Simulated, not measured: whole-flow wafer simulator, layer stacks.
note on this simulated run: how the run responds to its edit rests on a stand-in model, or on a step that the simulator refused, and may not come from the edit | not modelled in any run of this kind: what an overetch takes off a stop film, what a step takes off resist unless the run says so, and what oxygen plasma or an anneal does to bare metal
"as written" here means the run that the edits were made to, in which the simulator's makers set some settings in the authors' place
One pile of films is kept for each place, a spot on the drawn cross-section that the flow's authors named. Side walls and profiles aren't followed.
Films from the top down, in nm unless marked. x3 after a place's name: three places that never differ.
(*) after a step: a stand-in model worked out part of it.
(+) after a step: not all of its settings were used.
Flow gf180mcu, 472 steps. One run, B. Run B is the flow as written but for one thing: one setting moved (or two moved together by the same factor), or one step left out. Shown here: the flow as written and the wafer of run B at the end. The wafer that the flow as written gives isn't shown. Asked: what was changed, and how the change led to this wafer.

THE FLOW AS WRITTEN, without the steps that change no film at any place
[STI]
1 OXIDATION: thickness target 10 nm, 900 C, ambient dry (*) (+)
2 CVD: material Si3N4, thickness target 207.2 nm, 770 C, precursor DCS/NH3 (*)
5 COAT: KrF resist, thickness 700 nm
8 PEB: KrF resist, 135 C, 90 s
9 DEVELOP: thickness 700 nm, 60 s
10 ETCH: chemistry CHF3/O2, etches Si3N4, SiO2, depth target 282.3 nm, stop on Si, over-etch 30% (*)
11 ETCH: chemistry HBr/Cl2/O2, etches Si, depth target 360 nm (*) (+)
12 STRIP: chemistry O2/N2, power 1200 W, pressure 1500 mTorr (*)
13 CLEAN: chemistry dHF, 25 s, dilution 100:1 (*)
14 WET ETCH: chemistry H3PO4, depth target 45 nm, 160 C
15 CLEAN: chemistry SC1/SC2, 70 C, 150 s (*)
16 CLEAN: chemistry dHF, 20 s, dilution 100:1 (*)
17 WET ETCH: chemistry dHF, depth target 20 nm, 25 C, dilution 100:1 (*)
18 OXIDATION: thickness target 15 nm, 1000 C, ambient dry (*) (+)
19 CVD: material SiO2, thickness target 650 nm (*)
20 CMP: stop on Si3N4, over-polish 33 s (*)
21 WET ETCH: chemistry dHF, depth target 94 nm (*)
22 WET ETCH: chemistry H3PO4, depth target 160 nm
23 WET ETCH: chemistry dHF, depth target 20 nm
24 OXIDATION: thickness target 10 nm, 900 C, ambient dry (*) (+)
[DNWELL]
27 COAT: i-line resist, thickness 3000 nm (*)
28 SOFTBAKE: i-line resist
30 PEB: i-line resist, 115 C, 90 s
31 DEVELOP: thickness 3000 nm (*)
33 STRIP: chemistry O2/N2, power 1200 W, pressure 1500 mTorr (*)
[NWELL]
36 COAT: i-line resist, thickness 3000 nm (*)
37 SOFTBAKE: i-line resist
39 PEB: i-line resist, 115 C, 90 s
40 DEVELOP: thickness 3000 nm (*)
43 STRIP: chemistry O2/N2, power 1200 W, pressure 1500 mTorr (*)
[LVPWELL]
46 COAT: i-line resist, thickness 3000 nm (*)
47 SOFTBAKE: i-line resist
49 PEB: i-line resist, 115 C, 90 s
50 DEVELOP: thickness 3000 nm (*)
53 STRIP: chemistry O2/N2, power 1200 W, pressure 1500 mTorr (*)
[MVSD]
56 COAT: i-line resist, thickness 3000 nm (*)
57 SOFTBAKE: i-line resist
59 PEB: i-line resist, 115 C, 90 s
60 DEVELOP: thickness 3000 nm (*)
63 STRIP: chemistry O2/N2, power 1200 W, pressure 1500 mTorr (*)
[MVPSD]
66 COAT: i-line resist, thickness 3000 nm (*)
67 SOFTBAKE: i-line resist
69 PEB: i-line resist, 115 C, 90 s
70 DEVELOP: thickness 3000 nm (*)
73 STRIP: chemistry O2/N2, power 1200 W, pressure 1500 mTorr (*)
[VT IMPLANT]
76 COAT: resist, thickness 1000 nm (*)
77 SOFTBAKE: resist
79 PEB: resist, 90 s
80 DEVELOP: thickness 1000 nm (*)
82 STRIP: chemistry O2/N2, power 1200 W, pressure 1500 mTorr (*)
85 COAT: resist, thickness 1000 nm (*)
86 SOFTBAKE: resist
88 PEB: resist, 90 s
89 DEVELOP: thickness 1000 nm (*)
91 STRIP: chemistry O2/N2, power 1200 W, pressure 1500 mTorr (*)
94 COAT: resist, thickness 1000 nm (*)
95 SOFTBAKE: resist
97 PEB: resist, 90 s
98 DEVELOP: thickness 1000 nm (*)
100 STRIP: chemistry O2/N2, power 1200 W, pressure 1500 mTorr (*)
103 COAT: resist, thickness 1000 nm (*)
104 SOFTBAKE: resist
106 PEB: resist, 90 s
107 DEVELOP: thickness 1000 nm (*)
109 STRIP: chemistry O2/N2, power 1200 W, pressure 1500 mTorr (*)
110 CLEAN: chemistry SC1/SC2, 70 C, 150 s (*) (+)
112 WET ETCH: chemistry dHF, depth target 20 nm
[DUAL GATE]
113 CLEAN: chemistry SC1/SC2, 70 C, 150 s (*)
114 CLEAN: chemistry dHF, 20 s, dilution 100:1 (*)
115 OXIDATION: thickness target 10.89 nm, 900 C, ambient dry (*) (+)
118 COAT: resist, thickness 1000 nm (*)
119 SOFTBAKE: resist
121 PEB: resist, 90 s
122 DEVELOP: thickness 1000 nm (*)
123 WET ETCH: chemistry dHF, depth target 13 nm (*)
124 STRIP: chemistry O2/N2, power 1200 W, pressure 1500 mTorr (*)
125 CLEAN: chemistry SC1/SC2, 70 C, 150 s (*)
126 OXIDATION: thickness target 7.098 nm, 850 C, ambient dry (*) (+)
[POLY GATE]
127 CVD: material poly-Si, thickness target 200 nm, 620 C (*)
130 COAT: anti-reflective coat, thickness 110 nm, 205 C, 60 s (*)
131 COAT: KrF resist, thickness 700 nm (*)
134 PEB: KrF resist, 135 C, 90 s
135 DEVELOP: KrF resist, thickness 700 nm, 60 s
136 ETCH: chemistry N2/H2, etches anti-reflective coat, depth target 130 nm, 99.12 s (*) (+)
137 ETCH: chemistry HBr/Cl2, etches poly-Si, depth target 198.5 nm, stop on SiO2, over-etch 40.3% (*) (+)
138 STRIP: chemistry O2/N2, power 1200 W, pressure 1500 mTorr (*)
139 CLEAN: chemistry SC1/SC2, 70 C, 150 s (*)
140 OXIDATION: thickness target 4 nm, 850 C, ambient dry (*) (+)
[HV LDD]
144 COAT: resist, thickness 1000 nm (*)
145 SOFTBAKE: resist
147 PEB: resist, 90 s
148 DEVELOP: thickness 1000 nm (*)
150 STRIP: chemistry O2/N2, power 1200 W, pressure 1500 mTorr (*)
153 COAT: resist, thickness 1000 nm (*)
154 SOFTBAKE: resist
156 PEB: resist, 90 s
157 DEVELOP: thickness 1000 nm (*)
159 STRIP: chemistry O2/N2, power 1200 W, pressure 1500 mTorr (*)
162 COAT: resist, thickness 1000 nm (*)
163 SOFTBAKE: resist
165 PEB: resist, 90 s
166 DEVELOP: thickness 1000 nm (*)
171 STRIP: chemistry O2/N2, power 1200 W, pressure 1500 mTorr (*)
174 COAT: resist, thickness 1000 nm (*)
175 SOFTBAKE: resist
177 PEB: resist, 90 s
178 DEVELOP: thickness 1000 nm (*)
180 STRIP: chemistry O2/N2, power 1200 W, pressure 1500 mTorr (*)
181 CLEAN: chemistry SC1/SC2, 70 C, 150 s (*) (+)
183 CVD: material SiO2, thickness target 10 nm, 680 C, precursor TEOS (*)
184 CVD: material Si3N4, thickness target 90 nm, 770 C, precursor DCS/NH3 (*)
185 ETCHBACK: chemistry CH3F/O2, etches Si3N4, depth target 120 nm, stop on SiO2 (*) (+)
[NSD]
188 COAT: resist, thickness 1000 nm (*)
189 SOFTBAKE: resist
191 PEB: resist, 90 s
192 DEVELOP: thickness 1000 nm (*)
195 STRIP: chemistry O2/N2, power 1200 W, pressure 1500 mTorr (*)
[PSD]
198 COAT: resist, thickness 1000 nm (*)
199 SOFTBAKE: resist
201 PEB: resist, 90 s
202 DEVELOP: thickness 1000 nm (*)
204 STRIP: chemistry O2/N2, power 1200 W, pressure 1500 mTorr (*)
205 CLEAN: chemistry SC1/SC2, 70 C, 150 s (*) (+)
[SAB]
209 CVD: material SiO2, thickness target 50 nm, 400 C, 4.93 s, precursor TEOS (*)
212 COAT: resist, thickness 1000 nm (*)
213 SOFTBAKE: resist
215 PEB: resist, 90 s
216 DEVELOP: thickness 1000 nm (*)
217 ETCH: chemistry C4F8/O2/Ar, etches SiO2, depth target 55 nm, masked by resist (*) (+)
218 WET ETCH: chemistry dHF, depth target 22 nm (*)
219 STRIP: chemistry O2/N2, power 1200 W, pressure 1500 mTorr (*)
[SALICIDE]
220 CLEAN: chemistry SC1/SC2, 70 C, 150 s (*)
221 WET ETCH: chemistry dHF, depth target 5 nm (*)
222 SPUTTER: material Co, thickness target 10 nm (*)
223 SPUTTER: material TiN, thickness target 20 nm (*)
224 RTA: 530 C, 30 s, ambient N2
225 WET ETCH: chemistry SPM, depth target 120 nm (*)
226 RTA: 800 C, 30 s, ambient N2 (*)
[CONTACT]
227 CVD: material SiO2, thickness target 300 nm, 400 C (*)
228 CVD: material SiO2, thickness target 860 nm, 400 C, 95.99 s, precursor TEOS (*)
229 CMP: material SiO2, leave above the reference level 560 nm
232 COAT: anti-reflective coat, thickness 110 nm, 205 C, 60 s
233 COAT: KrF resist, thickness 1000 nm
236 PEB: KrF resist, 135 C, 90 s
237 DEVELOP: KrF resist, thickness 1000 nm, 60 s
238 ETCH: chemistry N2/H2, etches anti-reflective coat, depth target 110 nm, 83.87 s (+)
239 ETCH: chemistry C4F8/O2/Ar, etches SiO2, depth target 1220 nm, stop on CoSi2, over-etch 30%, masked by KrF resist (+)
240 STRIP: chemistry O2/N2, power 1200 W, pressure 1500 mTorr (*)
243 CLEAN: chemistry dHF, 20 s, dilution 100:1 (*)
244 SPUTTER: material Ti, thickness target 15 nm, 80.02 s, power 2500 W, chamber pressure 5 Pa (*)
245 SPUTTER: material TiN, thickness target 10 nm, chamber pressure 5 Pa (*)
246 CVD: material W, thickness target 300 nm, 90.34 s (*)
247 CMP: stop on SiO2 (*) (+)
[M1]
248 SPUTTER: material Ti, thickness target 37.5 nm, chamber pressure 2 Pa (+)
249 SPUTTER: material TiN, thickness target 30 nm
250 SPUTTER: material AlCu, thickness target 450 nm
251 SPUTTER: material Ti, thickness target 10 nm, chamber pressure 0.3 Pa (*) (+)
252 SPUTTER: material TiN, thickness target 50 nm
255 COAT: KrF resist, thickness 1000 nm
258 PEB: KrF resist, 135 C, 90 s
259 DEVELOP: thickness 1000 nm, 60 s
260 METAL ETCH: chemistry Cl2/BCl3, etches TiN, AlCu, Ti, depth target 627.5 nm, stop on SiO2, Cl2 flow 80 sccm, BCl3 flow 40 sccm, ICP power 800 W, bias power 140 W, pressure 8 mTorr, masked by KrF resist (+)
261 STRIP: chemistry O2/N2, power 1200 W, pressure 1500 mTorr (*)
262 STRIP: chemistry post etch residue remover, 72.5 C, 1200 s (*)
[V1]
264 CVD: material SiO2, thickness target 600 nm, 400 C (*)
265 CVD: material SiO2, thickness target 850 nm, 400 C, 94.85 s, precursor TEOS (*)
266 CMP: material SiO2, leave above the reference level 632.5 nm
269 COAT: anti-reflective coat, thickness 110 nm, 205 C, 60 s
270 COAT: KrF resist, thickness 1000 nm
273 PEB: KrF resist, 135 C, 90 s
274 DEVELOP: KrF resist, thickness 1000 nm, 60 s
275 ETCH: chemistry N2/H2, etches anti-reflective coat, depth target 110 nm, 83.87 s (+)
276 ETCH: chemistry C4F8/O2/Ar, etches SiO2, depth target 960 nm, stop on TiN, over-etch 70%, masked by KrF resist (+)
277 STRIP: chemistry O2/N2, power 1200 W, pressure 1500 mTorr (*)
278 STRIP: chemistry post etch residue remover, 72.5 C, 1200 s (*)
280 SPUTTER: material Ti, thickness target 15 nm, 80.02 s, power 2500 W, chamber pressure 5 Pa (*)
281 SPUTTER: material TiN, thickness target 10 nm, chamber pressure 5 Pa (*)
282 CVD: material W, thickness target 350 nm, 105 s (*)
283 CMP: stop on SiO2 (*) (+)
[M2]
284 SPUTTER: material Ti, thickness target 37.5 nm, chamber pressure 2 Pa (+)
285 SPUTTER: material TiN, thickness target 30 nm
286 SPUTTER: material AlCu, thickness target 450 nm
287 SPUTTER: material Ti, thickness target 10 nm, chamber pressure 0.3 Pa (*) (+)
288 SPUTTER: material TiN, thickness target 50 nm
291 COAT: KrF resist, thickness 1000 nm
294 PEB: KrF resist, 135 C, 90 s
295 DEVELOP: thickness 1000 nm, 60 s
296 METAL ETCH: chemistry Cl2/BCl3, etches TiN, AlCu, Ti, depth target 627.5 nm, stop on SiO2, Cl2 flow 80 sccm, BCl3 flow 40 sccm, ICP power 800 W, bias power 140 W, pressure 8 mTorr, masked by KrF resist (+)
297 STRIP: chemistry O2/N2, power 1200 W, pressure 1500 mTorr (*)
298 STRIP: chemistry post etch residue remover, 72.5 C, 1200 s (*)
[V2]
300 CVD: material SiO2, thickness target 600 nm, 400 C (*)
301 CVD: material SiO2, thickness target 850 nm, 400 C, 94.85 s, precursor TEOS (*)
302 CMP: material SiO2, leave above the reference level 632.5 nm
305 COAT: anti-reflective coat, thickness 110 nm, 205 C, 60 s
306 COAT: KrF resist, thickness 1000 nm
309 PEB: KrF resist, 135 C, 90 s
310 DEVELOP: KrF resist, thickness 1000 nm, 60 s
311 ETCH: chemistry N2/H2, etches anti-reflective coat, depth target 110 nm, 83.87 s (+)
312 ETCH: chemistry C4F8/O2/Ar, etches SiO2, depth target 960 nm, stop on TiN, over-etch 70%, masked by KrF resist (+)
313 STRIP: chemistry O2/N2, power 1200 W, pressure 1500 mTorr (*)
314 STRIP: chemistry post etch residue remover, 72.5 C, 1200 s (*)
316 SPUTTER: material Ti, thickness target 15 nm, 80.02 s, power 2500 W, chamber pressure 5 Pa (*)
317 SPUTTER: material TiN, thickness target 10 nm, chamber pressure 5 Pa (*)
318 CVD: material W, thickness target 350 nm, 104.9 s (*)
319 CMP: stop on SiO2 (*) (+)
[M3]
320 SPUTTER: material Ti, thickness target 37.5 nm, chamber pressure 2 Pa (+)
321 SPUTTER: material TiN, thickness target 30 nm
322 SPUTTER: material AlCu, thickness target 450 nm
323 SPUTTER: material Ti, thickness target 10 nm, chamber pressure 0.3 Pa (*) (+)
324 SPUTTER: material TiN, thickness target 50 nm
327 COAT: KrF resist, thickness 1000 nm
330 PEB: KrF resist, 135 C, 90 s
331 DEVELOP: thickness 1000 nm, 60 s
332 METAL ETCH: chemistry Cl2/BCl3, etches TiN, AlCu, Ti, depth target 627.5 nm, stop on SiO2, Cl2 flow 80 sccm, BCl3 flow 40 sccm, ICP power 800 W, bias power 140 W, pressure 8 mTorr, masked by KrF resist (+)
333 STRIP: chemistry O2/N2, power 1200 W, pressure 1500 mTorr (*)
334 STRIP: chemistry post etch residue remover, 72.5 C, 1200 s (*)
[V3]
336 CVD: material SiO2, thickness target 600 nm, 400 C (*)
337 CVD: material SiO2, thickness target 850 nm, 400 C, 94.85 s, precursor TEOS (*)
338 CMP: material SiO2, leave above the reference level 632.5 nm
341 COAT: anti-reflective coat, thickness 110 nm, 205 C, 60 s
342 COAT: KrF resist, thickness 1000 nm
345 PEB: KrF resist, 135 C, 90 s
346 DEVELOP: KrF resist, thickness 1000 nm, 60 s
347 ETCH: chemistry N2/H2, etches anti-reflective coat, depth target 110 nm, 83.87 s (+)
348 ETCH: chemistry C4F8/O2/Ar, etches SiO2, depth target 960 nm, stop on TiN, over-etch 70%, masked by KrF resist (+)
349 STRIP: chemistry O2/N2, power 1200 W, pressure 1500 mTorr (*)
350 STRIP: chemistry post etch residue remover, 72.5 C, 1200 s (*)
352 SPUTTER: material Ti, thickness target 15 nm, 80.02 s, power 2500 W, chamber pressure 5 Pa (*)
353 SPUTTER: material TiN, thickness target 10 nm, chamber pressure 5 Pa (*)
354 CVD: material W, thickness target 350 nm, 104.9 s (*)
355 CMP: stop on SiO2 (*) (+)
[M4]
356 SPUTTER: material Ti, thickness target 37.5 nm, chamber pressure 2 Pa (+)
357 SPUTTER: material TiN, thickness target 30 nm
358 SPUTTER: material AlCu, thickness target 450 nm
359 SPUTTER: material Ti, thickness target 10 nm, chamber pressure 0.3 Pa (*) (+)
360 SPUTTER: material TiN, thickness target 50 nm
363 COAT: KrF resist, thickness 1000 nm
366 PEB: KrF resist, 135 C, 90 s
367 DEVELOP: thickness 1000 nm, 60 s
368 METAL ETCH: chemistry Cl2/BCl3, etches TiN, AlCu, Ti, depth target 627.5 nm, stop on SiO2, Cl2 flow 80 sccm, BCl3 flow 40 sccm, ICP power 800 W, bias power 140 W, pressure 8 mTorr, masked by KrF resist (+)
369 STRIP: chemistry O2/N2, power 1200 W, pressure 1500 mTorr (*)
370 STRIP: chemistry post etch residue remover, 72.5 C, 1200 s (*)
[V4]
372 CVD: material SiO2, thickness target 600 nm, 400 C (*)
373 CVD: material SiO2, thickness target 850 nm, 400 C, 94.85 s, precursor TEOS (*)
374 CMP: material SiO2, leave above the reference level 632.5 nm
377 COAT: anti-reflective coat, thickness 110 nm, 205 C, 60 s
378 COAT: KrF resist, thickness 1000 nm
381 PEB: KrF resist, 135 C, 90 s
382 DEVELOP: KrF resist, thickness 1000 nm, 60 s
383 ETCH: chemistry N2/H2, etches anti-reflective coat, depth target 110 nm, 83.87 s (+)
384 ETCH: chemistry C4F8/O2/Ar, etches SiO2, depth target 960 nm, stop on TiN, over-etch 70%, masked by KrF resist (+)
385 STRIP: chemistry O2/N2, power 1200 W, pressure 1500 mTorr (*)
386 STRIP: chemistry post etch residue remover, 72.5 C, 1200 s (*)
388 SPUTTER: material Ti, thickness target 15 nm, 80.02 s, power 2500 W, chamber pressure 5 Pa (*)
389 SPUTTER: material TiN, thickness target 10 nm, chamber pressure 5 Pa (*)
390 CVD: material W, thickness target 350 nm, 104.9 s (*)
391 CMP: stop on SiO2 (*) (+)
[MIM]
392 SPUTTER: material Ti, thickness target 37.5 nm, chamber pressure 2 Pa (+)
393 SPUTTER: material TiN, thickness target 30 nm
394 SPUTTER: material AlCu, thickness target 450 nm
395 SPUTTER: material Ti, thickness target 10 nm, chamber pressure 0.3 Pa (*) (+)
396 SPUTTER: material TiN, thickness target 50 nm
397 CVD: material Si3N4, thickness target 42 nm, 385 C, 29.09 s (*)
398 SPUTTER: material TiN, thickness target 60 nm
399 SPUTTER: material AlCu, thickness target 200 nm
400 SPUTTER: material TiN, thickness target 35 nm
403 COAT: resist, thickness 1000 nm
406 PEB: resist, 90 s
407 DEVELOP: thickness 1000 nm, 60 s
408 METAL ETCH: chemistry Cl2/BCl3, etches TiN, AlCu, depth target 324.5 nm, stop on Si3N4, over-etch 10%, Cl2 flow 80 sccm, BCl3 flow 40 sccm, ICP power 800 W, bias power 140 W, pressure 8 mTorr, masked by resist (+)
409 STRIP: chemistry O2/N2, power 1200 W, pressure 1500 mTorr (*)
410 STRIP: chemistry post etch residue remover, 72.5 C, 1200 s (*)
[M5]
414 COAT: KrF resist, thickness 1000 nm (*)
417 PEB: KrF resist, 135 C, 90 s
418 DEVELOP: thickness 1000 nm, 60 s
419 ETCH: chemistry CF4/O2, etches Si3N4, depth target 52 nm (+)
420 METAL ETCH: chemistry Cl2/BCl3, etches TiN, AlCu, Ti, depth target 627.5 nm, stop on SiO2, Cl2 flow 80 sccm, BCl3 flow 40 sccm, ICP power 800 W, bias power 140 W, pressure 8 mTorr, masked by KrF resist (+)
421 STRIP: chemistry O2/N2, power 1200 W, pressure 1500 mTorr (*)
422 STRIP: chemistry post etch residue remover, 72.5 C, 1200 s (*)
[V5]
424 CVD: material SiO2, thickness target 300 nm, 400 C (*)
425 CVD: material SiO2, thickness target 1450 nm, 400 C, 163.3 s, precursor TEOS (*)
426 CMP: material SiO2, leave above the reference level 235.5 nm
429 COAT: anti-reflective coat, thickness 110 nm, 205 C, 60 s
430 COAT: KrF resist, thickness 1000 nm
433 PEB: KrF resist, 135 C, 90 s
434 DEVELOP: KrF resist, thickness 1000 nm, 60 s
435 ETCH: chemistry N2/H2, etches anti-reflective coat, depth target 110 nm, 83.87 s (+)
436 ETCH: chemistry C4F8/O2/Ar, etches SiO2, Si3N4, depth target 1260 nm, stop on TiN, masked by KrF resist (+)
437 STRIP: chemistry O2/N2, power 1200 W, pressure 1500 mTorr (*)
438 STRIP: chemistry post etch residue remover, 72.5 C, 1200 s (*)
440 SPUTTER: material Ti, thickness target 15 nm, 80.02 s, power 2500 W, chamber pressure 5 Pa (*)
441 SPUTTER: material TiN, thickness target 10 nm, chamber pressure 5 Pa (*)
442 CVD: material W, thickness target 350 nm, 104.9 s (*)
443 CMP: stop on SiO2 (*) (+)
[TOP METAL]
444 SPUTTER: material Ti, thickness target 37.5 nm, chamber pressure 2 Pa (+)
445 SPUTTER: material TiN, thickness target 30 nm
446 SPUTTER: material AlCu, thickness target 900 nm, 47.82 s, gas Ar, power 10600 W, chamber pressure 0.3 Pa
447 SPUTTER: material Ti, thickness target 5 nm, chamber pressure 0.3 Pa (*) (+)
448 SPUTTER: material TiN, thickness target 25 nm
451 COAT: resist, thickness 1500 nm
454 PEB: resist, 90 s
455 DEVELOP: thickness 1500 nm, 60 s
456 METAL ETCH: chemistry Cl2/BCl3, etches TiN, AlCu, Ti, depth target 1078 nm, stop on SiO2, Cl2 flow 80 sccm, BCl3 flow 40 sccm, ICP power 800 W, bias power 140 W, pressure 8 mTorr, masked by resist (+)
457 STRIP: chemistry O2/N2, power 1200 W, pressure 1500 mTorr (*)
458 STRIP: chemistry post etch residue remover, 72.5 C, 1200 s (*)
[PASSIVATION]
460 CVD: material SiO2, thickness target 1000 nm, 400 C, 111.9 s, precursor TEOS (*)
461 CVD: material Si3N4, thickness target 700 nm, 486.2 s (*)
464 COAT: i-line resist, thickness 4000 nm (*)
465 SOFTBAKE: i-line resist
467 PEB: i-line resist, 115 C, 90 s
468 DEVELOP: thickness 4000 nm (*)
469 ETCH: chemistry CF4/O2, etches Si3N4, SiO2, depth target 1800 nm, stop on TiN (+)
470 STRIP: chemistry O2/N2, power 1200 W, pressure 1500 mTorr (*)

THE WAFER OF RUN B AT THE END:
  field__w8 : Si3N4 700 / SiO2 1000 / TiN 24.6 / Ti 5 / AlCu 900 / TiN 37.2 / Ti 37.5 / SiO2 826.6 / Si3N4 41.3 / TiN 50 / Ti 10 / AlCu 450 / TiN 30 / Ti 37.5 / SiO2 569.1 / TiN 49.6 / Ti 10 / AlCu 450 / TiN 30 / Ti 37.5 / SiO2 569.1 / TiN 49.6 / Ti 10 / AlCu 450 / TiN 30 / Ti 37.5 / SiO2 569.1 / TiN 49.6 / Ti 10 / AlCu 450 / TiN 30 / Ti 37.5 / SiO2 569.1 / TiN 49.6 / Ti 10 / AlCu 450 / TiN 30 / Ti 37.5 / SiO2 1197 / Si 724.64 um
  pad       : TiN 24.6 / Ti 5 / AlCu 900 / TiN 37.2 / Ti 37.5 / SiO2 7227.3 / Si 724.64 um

The cause: step 445, SPUTTER: thickness target 37.2 nm was run, where the flow has thickness target 30 nm.
It can be read off the wafer: field__w8 has TiN 37.2, and step 445 as written asks for 30 nm.

How the change led to this, step by step:
  445 SPUTTER: material TiN, thickness target 30 nm
      field, field__w1, field__w2 and 109 more: TiN +37.2 (new film) (as written it would be: TiN +30 (new film))
  456 METAL ETCH: chemistry Cl2/BCl3, etches TiN, AlCu, Ti, depth target 1078 nm, stop on SiO2, Cl2 flow 80 sccm, BCl3 flow 40 sccm, ICP power 800 W, bias power 140 W, pressure 8 mTorr, masked by resist (+)
      field, field__w1, field__w2 and 103 more: TiN -25 (all of it), Ti -5 (all of it), AlCu -900 (all of it), TiN -37.2 (all of it), Ti -37.5 (all of it) (as written it would be: TiN -25 (all of it), Ti -5 (all of it), AlCu -900 (all of it), TiN -30 (all of it), Ti -37.5 (all of it))
  465 SOFTBAKE: i-line resist
      field__w11, field__w13: i-line resist +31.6 (as written it would be: i-line resist +37.9)
      field: i-line resist -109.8 (as written it would be: i-line resist -120.6)
      (and at 57 more places)
